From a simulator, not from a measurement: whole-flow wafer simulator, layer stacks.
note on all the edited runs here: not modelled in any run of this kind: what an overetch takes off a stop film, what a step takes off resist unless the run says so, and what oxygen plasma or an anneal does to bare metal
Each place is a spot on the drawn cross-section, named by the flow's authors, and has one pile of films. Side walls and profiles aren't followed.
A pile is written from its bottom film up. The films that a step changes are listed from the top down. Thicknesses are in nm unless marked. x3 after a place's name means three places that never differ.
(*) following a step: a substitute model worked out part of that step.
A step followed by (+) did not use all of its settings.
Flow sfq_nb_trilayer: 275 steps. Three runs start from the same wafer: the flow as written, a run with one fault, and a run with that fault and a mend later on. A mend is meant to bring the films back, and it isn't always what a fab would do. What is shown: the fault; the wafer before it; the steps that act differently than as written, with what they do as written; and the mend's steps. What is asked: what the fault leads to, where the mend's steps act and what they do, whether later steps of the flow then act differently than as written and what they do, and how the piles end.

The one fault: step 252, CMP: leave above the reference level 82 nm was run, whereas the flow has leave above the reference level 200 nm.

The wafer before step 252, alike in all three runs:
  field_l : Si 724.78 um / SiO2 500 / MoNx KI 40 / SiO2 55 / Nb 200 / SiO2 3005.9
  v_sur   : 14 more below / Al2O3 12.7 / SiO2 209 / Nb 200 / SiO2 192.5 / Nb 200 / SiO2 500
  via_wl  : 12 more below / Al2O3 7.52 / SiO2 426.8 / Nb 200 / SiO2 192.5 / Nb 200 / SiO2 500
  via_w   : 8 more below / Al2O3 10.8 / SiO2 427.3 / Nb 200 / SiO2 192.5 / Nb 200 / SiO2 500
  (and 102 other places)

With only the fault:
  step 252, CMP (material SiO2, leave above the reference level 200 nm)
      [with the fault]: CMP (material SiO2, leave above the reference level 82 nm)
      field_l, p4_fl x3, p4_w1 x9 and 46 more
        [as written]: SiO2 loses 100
        [with the fault]: SiO2 loses 218
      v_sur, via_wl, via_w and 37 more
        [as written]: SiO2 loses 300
        [with the fault]: SiO2 loses 418
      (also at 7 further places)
  Steps further on in the flow that do not act as written (not shown: 2 more steps that differ only slightly, by at most 2% or 0.5 nm, whichever is larger):
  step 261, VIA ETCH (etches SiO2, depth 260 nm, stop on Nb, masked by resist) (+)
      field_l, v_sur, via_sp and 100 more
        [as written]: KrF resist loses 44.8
        [with the fault]: KrF resist loses 21.2
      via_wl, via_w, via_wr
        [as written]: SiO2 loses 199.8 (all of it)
        [with the fault]: SiO2 loses 81.8 (all of it)
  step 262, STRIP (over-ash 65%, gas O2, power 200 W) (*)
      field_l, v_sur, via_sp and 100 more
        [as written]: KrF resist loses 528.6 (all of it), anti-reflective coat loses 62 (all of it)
        [with the fault]: KrF resist loses 552.3 (all of it), anti-reflective coat loses 62 (all of it)
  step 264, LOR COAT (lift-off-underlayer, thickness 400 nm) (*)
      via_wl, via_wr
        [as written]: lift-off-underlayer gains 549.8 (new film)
        [with the fault]: lift-off-underlayer gains 461.4 (new film)
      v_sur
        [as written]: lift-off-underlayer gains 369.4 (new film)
        [with the fault]: lift-off-underlayer gains 387.5 (new film)
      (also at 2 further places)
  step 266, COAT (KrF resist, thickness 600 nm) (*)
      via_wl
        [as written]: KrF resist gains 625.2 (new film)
        [with the fault]: KrF resist gains 610.3 (new film)
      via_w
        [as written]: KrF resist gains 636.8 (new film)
        [with the fault]: KrF resist gains 615.1 (new film)
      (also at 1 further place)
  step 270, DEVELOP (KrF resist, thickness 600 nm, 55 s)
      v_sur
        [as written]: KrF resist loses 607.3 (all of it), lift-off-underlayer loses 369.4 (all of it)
        [with the fault]: KrF resist loses 602.3 (all of it), lift-off-underlayer loses 387.5 (all of it)
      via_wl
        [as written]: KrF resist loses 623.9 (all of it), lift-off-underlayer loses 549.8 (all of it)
        [with the fault]: KrF resist loses 609 (all of it), lift-off-underlayer loses 461.4 (all of it)
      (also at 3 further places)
  At field_l, v_sur, via_sp and 100 more, the piles at the end differ from the flow's by more than 2% or 0.5 nm, whichever is larger.
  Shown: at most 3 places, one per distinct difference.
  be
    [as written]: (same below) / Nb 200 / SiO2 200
    [with the fault]: (same below) / Nb 200 / SiO2 82
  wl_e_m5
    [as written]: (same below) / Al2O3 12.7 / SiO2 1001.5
    [with the fault]: (same below) / Al2O3 12.7 / SiO2 883.5
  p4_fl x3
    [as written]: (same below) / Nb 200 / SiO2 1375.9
    [with the fault]: (same below) / Nb 200 / SiO2 1257.9

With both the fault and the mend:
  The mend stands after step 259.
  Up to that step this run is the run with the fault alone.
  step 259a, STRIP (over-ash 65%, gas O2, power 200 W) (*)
      field_l, v_sur, via_sp and 100 more
        KrF resist loses 625.1 (all of it), anti-reflective coat loses 62 (all of it)
      via_wl, via_w, via_wr
        anti-reflective coat loses 62 (all of it)
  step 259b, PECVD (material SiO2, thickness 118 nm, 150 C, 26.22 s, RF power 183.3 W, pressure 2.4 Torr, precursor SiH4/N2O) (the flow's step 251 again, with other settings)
      field_l, v_sur, via_wl and 103 more
        SiO2 gains 118
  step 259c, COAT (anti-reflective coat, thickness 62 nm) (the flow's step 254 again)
      field_l, v_sur, via_wl and 103 more
        anti-reflective coat gains 62 (new film)
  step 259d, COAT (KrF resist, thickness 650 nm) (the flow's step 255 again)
      field_l, v_sur, via_wl and 103 more
        KrF resist gains 650 (new film)
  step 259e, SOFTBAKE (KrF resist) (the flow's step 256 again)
      does not change any film at any place that is followed
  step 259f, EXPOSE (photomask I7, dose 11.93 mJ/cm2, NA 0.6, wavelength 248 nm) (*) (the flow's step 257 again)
      does not change any film at any place that is followed
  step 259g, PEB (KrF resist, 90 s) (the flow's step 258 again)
      field_l, v_sur, via_wl and 103 more
        KrF resist loses 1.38
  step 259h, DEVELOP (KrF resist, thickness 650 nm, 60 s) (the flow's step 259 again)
      field_l, v_sur, via_sp and 100 more
        KrF resist loses 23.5
      via_wl, via_w, via_wr
        KrF resist loses 648.6 (all of it)
  None of the later steps of the flow acts differently than as written at any place that is followed.
  By the end, the piles equal the flow's at every place that both follow.
